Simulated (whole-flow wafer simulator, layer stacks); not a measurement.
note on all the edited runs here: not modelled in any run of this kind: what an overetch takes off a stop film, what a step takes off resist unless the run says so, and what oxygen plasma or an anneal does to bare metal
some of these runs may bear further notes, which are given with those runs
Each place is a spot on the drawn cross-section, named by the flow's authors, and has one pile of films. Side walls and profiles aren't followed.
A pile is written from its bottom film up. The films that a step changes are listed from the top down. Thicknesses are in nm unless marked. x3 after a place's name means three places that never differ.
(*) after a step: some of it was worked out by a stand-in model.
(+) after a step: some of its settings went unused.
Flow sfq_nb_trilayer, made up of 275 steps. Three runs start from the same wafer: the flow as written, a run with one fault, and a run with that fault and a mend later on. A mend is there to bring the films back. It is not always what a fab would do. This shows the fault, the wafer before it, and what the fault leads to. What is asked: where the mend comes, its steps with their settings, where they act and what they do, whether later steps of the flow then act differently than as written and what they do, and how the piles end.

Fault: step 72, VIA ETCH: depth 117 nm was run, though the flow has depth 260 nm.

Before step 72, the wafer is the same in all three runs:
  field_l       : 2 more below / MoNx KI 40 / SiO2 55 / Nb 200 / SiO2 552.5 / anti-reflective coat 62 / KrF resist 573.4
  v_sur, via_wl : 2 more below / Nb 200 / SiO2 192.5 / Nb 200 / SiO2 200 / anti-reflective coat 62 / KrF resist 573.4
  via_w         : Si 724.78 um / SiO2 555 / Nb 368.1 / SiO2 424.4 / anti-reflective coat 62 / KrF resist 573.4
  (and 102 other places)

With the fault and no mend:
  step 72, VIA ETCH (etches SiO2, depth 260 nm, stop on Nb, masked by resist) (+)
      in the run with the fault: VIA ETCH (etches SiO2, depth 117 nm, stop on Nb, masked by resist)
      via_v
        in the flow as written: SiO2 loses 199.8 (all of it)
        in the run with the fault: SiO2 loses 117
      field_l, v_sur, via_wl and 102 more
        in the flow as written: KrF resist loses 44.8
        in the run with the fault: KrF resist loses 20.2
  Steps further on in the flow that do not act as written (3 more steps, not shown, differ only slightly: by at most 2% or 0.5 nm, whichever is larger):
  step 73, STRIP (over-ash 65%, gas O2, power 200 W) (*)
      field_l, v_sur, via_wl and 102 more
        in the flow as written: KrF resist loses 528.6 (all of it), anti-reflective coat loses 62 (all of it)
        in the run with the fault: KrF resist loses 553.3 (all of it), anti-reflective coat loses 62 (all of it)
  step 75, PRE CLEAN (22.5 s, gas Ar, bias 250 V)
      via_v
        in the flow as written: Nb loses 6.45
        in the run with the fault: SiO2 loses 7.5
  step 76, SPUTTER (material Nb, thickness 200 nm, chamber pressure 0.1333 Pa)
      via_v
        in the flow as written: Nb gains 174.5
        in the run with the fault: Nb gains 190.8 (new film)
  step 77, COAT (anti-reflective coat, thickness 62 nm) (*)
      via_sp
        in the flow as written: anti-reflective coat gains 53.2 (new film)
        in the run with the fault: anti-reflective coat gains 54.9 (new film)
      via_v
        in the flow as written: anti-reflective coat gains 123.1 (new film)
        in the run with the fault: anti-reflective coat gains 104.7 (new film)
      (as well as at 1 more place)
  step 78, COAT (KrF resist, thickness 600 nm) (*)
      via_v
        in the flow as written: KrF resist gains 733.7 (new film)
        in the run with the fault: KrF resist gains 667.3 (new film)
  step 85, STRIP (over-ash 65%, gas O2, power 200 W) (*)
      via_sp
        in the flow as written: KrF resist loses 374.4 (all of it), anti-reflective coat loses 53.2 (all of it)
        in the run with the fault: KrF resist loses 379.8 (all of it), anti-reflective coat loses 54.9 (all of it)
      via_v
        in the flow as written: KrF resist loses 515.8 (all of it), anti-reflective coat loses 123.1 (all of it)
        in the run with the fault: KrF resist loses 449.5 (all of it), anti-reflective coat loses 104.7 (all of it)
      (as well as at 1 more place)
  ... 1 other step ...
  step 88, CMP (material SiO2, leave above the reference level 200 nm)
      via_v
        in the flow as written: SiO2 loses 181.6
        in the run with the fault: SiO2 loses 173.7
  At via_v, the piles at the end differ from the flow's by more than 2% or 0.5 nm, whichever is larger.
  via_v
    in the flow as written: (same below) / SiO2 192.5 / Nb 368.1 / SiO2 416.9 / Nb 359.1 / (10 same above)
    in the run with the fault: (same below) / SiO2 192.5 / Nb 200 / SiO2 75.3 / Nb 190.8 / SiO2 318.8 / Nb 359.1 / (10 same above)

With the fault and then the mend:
  The mend follows step 73.
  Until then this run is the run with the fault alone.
  step 73a, COAT (anti-reflective coat, thickness 62 nm) (*) (the flow's step 65 again)
      p4_fl x3, p4_w1 x9, p4_g1 x2 and 63 more
        anti-reflective coat gains 62 (new film)
      ce_r, sp_r, be_r and 12 more
        anti-reflective coat gains 61.9 (new film)
      field_l, v_sur, gap, jj_sur, ce_l, c5j
        anti-reflective coat gains 61.8 (new film)
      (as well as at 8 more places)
  step 73b, COAT (KrF resist, thickness 650 nm) (*) (the flow's step 66 again)
      p4_fl x3, p4_w1 x9, p4_g1 x2 and 63 more
        KrF resist gains 650 (new film)
      moat, field_r, lsp_l, ln_m5, lsp_m
        KrF resist gains 649.7 (new film)
      ln_m6, lsp_r, l0_sur, l0v
        KrF resist gains 649.8 (new film)
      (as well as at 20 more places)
  step 73c, SOFTBAKE (KrF resist) (the flow's step 67 again)
      does not change any film at any place that is followed
  step 73d, EXPOSE (photomask I1, dose 11.91 mJ/cm2, NA 0.6, wavelength 248 nm) (*) (the flow's step 68 again)
      does not change any film at any place that is followed
  step 73e, PEB (KrF resist, 90 s) (the flow's step 69 again)
      via_sp, wire, ce_l and 93 more
        KrF resist loses 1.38
      field_l, v_sur, via_wl and 6 more
        KrF resist loses 1.37
      via_v
        KrF resist loses 1.52
  step 73f, DEVELOP (KrF resist, thickness 650 nm, 60 s) (the flow's step 70 again)
      field_l, v_sur, via_wl and 102 more
        KrF resist loses 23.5
      via_v
        KrF resist loses 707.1 (all of it)
  step 73g, VIA ETCH (etches anti-reflective coat, depth 125 nm, masked by resist) (+) (the flow's step 71 again)
      field_l, v_sur, via_wl and 102 more
        KrF resist loses 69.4
      via_v
        anti-reflective coat loses 105 (all of it), SiO2 loses 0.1
  step 73h, VIA ETCH (etches SiO2, depth 143 nm, stop on Nb, masked by resist) (+) (the flow's step 72 again, with other settings)
      field_l, v_sur, via_wl and 102 more
        KrF resist loses 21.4
      via_v
        SiO2 loses 82.7 (all of it)
  step 73i, STRIP (over-ash 65%, gas O2, power 200 W) (*) (the flow's step 73 again)
      p4_fl x3, p4_w1 x9, p4_g1 x2 and 63 more
        KrF resist loses 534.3 (all of it), anti-reflective coat loses 62 (all of it)
      field_r, lsp_l, ln_m5, lsp_m, ln_m6, lsp_r, l0_sur, l0v
        KrF resist loses 534 (all of it), anti-reflective coat loses 61.9 (all of it)
      res, r_end, moat
        KrF resist loses 533.9 (all of it), anti-reflective coat loses 61.9 (all of it)
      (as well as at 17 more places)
  None of the later steps of the flow differs from how it acts as written, at any place that is followed, by more than 2% or 0.5 nm, whichever is larger.
  The piles end only slightly different from the flow's at the places that both follow, by no more than 2% or 0.5 nm, whichever is larger.
